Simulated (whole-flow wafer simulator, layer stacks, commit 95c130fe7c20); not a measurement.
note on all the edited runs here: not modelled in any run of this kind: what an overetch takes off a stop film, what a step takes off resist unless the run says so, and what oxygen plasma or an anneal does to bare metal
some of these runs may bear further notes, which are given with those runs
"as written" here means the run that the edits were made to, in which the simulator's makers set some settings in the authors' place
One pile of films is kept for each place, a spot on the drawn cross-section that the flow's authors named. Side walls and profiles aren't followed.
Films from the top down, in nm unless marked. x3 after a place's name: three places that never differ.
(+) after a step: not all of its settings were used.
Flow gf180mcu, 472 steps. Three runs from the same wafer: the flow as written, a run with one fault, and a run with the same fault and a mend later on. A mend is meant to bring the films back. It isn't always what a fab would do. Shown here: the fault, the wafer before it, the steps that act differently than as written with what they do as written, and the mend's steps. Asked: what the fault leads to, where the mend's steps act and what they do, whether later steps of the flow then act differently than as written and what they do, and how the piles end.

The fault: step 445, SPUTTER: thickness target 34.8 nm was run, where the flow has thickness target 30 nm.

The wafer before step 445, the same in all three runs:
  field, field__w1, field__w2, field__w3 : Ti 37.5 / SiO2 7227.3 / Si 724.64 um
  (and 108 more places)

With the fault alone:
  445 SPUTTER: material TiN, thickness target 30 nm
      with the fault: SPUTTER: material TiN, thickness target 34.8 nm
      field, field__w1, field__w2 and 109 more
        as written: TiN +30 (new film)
        with the fault: TiN +34.8 (new film)
  Later steps of the flow that act differently than as written (4 more steps differ only slightly, by at most 2% or 0.5 nm, whichever is larger, and aren't shown):
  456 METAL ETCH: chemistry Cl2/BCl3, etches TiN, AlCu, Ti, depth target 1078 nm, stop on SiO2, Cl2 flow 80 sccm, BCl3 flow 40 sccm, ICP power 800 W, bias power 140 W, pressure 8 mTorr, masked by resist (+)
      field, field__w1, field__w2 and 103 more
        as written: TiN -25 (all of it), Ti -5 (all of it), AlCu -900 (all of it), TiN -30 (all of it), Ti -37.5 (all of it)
        with the fault: TiN -25 (all of it), Ti -5 (all of it), AlCu -900 (all of it), TiN -34.8 (all of it), Ti -37.5 (all of it)
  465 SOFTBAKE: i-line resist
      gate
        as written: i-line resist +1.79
        with the fault: i-line resist -0.31
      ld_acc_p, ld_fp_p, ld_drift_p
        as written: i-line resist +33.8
        with the fault: i-line resist +27.1
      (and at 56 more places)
  At the end the piles differ from the flow's by more than 2% or 0.5 nm, whichever is larger, at field__w8, contact, m1, m1__w1, pad, m1_nw.
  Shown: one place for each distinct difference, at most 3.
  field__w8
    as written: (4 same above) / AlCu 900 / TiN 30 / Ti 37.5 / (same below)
    with the fault: (4 same above) / AlCu 900 / TiN 34.8 / Ti 37.5 / (same below)
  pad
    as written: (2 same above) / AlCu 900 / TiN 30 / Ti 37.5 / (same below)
    with the fault: (2 same above) / AlCu 900 / TiN 34.8 / Ti 37.5 / (same below)

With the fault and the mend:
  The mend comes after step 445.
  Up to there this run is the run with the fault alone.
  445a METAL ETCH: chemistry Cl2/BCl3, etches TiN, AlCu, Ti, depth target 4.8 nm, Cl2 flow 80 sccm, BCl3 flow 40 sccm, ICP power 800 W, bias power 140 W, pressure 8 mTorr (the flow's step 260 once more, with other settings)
      field, field__w1, field__w2 and 109 more
        TiN -4.8
  No later step of the flow acts differently than as written at any place that is followed.
  At the end the piles are the same as the flow's at every place that both follow.
